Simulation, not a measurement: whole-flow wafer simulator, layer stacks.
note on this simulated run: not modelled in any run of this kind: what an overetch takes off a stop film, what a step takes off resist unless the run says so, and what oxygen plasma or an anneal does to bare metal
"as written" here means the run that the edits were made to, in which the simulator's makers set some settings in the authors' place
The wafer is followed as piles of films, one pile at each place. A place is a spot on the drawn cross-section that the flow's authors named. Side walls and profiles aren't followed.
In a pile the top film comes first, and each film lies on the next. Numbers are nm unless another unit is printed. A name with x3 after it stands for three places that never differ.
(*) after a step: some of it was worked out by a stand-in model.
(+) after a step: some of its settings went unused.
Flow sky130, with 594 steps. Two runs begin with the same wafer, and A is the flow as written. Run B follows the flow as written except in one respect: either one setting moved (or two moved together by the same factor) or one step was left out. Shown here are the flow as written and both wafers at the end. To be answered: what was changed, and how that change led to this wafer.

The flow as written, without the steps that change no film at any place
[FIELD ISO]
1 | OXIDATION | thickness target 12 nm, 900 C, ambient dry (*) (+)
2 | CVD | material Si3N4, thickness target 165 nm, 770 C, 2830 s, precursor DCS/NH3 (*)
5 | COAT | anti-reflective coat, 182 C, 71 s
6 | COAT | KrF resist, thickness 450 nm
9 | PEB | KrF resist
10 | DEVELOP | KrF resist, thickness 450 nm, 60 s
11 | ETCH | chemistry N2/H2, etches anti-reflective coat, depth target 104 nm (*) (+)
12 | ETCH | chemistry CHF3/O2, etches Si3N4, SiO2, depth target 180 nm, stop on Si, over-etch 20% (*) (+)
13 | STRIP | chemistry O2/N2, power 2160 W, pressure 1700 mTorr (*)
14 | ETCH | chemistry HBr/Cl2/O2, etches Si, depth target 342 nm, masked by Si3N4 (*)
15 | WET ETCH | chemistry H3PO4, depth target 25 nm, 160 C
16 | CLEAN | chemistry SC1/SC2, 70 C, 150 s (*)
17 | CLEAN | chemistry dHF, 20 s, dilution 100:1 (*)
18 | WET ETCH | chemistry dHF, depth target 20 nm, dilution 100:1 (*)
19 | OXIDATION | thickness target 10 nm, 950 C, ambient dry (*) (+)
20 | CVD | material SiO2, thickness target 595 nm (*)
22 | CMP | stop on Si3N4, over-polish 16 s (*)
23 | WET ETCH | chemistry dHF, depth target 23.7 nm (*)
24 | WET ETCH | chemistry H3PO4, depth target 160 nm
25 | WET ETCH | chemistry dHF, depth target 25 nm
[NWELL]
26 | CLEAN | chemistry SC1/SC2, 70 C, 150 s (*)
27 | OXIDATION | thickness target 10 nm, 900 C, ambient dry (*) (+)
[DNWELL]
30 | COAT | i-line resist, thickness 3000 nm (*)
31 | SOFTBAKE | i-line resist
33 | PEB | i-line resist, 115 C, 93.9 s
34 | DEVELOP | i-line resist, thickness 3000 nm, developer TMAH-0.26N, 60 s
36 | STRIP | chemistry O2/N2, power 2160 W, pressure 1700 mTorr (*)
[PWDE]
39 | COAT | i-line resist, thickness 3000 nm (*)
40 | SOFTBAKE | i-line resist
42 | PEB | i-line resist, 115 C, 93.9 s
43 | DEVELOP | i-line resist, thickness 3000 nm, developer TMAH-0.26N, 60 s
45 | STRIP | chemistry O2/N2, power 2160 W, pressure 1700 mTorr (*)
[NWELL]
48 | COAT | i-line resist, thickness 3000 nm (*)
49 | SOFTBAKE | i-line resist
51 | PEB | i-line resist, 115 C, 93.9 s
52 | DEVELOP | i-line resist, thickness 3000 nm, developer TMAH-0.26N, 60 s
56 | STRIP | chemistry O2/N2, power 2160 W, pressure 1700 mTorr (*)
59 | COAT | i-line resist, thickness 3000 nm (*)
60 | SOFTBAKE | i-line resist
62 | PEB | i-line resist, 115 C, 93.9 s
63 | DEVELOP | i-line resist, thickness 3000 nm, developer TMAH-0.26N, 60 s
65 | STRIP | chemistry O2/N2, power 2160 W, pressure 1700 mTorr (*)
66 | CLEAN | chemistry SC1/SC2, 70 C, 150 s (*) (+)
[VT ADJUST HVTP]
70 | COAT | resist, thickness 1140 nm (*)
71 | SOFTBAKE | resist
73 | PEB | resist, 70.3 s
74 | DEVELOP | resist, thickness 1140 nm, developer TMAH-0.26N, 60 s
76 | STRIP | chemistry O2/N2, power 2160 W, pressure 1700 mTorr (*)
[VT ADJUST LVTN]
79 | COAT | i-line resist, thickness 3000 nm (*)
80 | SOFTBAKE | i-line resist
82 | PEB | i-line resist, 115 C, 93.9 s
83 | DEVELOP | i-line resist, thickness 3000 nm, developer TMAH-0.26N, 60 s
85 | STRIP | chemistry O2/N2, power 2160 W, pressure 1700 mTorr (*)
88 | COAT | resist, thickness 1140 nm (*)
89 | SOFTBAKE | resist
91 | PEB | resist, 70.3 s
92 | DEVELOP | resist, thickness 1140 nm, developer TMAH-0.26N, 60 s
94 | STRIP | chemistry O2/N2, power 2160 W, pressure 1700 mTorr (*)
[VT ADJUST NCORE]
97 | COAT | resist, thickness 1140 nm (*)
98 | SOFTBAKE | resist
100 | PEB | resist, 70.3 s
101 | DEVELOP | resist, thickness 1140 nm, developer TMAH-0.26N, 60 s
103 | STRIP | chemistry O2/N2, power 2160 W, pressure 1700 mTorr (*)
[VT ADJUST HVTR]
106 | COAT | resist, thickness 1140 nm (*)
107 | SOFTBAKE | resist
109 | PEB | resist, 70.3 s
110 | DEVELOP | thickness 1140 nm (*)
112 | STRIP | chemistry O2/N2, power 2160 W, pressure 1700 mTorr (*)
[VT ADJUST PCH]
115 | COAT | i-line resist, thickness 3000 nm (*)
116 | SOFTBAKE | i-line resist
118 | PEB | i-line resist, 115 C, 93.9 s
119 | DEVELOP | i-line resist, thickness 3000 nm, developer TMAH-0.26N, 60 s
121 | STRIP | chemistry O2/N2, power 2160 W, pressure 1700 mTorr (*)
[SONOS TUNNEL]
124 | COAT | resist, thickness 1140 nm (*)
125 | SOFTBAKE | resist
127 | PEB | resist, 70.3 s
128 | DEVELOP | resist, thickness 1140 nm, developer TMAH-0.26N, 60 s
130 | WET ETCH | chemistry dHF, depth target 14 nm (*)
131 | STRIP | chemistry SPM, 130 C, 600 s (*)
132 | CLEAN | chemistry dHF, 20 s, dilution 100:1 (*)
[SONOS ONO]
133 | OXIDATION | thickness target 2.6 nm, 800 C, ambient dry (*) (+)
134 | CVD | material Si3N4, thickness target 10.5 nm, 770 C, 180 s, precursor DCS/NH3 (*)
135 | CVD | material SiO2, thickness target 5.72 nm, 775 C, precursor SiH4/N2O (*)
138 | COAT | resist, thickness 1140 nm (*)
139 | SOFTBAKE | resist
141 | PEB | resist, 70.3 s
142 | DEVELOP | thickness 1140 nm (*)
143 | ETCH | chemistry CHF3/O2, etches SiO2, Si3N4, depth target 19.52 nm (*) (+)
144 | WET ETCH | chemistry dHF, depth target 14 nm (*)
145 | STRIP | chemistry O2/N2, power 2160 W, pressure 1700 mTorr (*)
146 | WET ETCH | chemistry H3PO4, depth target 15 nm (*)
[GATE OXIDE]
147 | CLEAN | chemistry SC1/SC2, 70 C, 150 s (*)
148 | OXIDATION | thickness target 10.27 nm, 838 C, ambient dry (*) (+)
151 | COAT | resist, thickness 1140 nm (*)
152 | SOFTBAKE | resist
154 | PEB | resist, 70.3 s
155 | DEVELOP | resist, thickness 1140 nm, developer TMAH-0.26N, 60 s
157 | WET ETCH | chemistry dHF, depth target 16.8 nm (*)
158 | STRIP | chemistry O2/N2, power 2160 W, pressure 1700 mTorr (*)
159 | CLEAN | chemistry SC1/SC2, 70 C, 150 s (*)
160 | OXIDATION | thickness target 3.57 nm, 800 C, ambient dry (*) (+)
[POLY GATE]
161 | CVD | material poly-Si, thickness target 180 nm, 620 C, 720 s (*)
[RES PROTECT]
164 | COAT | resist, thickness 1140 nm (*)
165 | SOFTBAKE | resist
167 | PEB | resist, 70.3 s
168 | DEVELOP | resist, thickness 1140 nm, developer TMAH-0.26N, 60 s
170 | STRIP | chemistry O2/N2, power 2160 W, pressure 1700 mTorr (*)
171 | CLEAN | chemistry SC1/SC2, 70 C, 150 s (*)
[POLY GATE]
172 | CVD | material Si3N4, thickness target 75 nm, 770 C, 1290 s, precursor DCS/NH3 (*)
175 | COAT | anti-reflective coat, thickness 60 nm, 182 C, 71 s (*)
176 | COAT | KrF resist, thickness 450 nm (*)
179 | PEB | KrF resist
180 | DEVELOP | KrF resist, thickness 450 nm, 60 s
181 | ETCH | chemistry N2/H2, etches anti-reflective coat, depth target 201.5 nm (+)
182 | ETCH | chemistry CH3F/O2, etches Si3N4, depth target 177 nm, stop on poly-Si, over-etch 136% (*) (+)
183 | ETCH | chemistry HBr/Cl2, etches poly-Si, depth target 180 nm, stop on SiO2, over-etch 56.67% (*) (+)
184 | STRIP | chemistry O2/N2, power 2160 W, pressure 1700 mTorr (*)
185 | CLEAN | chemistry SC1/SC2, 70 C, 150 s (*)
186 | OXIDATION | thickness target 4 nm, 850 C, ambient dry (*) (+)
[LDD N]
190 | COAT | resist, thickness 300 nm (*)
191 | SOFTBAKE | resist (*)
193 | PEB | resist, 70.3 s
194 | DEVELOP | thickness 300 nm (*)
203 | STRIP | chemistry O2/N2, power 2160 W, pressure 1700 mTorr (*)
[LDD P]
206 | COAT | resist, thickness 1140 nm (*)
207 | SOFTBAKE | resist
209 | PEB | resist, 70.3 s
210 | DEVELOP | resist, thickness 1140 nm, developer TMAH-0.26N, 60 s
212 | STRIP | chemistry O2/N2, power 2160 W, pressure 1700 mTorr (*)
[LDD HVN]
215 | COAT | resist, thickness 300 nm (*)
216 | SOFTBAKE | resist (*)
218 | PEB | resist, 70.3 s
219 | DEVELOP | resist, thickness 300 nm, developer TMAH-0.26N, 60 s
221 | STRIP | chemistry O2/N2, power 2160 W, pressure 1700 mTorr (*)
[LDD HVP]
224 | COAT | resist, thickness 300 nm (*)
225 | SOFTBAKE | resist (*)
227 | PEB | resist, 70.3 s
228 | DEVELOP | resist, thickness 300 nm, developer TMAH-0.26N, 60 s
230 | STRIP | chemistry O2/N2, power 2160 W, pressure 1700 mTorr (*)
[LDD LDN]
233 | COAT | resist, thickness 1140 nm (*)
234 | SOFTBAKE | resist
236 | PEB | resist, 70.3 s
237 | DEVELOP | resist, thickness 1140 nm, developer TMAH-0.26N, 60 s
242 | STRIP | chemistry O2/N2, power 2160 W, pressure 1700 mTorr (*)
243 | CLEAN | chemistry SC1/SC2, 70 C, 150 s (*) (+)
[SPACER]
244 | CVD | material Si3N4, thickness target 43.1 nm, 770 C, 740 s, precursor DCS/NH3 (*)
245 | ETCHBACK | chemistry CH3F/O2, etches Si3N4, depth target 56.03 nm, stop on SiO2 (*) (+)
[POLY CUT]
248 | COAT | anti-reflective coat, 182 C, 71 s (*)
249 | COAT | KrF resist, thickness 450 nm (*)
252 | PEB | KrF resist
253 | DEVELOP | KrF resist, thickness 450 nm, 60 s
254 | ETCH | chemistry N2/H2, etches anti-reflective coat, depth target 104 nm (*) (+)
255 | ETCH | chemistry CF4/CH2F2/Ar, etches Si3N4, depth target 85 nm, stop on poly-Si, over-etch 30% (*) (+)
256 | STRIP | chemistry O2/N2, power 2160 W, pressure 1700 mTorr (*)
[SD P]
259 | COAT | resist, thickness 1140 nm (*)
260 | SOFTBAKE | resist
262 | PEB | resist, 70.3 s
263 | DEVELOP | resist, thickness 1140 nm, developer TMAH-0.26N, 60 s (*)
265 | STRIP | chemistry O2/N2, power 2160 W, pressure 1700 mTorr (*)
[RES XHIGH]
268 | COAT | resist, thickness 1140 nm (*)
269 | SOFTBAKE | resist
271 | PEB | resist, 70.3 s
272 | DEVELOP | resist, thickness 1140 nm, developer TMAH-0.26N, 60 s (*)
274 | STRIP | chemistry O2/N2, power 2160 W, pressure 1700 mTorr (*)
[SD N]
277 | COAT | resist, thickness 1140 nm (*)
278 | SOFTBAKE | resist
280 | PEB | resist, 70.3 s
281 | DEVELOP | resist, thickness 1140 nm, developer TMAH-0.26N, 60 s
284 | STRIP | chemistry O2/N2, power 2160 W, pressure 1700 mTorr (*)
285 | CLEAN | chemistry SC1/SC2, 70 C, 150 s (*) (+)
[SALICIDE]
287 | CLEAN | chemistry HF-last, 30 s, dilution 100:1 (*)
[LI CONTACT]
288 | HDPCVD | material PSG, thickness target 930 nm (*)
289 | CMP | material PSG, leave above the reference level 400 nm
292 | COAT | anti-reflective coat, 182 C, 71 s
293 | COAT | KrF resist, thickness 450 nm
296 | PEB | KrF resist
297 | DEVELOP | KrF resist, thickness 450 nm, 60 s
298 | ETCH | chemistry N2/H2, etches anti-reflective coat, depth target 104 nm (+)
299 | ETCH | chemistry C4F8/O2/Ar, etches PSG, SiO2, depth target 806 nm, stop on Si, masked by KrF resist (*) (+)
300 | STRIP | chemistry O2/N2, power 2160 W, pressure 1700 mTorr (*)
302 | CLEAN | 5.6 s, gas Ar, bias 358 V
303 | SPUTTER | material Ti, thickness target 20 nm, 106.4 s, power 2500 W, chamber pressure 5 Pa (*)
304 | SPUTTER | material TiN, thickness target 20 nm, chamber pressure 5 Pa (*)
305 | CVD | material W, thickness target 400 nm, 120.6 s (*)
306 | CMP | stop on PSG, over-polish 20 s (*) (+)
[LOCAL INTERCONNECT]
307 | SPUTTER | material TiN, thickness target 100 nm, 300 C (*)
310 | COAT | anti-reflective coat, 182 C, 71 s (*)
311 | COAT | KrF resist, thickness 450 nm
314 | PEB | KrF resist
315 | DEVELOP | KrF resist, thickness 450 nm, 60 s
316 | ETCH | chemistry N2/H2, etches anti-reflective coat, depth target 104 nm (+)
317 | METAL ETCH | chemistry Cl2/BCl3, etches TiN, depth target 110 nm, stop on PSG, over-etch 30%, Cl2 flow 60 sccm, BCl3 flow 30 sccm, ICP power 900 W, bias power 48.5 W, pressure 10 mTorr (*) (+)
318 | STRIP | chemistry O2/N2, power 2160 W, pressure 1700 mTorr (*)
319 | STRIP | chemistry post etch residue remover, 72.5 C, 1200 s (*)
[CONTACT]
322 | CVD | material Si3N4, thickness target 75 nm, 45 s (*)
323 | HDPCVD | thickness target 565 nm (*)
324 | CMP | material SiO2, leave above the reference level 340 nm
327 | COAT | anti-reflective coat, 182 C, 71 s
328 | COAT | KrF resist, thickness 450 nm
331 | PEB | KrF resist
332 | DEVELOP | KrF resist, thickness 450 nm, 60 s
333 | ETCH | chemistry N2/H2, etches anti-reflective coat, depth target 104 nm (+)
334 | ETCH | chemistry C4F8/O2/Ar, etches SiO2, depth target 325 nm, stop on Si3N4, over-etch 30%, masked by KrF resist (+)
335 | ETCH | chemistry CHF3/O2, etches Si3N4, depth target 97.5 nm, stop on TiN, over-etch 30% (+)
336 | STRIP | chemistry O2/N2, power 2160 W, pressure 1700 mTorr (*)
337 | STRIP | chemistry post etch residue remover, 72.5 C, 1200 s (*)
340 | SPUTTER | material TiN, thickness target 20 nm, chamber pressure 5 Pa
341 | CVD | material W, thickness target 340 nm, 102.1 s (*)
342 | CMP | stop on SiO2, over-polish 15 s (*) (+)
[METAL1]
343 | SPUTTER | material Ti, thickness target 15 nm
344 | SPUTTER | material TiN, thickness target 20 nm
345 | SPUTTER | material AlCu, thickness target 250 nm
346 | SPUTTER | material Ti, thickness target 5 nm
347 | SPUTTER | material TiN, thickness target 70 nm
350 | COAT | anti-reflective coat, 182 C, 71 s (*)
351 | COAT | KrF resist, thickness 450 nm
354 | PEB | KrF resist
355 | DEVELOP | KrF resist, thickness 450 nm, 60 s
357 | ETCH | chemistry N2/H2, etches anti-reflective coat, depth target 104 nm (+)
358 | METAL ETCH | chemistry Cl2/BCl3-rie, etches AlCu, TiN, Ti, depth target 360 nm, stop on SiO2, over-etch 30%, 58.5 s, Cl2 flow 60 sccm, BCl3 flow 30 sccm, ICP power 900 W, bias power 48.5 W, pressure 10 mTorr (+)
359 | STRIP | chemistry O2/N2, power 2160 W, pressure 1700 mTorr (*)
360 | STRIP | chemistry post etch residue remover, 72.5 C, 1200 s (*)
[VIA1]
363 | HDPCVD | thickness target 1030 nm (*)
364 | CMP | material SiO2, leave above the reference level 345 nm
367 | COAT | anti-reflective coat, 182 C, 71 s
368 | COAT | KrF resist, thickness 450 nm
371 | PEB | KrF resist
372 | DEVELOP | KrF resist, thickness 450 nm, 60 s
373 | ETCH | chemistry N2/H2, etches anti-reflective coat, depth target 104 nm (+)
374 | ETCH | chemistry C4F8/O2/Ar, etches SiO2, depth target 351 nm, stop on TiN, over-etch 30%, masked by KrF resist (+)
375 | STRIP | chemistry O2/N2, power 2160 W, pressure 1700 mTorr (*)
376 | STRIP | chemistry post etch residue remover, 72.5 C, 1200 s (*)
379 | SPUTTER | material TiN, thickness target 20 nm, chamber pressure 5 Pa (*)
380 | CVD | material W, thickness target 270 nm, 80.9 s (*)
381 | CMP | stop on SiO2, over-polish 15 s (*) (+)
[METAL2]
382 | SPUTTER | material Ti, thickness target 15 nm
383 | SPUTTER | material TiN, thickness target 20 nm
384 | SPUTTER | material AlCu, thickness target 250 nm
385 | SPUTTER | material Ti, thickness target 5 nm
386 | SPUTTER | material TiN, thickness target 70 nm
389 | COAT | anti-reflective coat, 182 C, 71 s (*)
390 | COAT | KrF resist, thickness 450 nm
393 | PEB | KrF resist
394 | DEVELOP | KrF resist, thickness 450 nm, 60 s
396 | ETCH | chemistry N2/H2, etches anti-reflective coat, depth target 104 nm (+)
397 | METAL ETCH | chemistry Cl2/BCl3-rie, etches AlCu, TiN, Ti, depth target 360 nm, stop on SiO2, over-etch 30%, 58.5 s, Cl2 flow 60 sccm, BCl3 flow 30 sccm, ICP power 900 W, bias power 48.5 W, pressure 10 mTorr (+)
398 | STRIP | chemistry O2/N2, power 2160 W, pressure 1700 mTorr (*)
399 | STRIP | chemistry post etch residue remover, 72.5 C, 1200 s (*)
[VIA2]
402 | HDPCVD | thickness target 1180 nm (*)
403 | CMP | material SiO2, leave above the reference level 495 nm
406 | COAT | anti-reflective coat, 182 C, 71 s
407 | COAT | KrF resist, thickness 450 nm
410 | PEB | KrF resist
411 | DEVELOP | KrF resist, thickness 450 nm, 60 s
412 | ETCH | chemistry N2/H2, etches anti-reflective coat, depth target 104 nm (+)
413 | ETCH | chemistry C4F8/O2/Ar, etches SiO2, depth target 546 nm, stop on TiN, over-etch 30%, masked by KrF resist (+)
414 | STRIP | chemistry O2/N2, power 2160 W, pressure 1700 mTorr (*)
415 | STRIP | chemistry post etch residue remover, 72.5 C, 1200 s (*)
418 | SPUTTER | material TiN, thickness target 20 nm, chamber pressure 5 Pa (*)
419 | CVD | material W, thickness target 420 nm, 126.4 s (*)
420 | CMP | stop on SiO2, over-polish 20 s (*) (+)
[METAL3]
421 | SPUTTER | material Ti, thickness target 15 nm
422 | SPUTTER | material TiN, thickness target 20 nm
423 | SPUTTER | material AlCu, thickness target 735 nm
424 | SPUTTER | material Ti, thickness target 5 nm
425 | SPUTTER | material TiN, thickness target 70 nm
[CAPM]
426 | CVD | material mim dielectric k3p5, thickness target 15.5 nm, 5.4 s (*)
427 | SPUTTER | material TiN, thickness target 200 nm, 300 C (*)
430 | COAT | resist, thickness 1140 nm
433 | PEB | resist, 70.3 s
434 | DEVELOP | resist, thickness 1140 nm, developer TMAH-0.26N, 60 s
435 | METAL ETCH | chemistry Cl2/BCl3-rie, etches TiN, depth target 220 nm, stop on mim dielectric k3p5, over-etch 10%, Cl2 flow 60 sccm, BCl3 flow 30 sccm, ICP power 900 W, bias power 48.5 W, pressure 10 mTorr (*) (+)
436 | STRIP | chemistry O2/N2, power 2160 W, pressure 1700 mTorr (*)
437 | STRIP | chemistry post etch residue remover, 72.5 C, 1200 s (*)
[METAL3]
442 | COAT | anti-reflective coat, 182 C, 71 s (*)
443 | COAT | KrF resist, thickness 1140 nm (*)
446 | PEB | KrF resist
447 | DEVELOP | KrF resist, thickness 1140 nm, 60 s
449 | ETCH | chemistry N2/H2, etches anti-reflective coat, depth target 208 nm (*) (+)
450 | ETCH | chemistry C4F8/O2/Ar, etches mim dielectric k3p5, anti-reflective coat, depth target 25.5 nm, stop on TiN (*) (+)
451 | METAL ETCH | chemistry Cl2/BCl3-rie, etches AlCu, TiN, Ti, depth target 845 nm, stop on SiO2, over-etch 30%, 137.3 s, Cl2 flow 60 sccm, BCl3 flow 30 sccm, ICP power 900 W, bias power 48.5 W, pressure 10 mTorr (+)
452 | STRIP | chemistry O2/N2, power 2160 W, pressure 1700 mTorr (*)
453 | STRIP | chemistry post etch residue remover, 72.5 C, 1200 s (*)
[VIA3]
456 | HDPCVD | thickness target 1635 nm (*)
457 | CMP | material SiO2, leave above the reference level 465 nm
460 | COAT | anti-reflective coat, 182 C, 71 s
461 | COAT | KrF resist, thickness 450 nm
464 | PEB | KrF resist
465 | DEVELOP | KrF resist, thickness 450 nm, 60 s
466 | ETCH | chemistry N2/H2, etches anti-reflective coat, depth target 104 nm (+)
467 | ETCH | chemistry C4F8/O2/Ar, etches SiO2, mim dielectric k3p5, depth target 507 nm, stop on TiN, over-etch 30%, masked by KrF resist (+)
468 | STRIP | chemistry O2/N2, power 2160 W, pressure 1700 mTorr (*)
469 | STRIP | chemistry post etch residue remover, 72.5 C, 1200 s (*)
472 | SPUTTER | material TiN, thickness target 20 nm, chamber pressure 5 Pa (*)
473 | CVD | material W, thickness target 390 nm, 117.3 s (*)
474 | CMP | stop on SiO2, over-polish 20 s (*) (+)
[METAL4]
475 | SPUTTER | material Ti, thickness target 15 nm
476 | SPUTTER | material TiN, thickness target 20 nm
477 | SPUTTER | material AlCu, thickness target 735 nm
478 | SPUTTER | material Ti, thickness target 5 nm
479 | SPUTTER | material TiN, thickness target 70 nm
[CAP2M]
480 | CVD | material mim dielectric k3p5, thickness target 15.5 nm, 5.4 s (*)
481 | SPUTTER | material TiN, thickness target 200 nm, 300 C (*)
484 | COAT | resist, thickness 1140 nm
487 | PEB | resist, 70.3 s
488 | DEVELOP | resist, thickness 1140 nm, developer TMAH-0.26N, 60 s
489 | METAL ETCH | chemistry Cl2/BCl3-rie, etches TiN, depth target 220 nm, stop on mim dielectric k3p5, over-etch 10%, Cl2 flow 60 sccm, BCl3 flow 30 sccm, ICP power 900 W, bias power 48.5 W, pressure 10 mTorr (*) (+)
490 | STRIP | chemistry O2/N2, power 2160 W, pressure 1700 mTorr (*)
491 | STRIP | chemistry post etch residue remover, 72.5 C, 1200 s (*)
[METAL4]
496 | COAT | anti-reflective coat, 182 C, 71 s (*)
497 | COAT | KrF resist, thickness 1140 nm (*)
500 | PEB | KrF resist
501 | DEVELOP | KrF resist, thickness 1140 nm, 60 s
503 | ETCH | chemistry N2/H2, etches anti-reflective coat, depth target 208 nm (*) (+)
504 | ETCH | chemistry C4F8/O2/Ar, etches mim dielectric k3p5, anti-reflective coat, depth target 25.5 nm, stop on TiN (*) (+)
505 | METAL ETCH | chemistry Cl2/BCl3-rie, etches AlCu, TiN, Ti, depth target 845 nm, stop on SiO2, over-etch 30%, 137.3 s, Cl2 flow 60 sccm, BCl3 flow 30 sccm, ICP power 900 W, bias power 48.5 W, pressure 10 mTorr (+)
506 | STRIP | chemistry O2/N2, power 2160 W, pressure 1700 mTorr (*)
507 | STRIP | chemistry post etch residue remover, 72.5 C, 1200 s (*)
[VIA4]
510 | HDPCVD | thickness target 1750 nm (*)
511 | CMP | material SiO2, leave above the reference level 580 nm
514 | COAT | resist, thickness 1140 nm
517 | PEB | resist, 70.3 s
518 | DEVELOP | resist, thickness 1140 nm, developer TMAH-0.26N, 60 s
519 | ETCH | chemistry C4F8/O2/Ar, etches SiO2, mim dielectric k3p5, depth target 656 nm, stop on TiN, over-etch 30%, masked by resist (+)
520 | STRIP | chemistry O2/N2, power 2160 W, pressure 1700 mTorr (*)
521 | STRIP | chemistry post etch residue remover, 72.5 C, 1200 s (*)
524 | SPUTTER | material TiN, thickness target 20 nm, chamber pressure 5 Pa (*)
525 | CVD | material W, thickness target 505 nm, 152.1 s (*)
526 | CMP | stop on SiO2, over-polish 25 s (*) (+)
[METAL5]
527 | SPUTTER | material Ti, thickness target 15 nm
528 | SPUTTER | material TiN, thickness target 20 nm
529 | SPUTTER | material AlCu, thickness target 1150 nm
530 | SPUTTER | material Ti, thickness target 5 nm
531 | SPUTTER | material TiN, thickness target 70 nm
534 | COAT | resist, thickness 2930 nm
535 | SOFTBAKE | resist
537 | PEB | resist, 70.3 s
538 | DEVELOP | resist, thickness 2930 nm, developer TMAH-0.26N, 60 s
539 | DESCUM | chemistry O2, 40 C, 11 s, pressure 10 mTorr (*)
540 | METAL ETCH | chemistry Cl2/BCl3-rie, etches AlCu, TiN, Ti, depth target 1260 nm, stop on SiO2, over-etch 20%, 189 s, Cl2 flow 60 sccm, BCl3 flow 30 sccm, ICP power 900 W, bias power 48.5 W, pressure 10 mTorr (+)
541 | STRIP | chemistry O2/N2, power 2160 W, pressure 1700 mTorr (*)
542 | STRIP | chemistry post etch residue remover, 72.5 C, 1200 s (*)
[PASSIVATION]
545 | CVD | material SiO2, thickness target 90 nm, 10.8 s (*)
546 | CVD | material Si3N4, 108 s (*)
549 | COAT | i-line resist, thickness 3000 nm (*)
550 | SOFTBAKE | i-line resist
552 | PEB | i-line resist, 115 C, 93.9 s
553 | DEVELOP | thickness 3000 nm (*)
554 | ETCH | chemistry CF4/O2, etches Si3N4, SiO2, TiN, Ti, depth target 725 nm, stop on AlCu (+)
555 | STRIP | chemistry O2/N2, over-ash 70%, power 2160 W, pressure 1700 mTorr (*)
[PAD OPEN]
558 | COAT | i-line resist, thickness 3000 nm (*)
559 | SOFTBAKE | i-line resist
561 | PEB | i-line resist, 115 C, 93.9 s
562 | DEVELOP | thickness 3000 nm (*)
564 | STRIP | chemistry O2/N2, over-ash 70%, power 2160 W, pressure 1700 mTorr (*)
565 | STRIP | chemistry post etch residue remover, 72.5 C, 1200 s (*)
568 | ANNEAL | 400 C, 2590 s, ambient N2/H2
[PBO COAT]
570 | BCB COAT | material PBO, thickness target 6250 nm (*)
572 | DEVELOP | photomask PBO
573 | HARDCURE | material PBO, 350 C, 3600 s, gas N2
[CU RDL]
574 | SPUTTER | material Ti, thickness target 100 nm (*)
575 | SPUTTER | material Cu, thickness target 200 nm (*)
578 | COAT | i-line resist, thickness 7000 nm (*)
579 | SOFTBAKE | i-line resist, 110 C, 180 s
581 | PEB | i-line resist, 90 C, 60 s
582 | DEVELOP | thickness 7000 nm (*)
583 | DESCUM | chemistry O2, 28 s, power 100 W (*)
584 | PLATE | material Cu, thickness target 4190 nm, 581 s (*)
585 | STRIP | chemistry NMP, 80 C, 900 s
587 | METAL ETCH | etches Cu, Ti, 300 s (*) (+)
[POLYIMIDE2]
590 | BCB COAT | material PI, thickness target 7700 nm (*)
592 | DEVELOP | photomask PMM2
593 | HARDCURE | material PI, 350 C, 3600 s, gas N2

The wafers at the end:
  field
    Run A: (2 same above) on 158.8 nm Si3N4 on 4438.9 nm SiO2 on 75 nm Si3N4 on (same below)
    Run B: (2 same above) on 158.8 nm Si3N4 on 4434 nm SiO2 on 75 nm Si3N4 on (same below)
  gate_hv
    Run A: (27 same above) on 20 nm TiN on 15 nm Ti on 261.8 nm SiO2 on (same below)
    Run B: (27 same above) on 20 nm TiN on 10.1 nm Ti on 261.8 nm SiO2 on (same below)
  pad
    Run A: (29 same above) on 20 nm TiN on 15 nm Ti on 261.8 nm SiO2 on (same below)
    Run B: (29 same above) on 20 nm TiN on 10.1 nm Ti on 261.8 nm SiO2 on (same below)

The reason: step 343, SPUTTER: thickness target 10.1 nm was run, while the flow as written has thickness target 15 nm.
One can read it off the wafer: gate_hv has Ti 10.1, and step 343 as written asks for 15 nm.

The path from the change to this, step by step:
  343 | SPUTTER | material Ti, thickness target 15 nm
      field, active, n_well and 188 more: A Ti gains 15 (new film) | B Ti gains 10.1 (new film)
  358 | METAL ETCH | chemistry Cl2/BCl3-rie, etches AlCu, TiN, Ti, depth target 360 nm, stop on SiO2, over-etch 30%, 58.5 s, Cl2 flow 60 sccm, BCl3 flow 30 sccm, ICP power 900 W, bias power 48.5 W, pressure 10 mTorr (+)
      field, active, gate and 81 more: A TiN loses 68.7 (all of it), Ti loses 5 (all of it), AlCu loses 250 (all of it), TiN loses 20 (all of it), Ti loses 15 (all of it), SiO2 loses 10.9 | B TiN loses 68.7 (all of it), Ti loses 5 (all of it), AlCu loses 250 (all of it), TiN loses 20 (all of it), Ti loses 10.1 (all of it), SiO2 loses 11.4
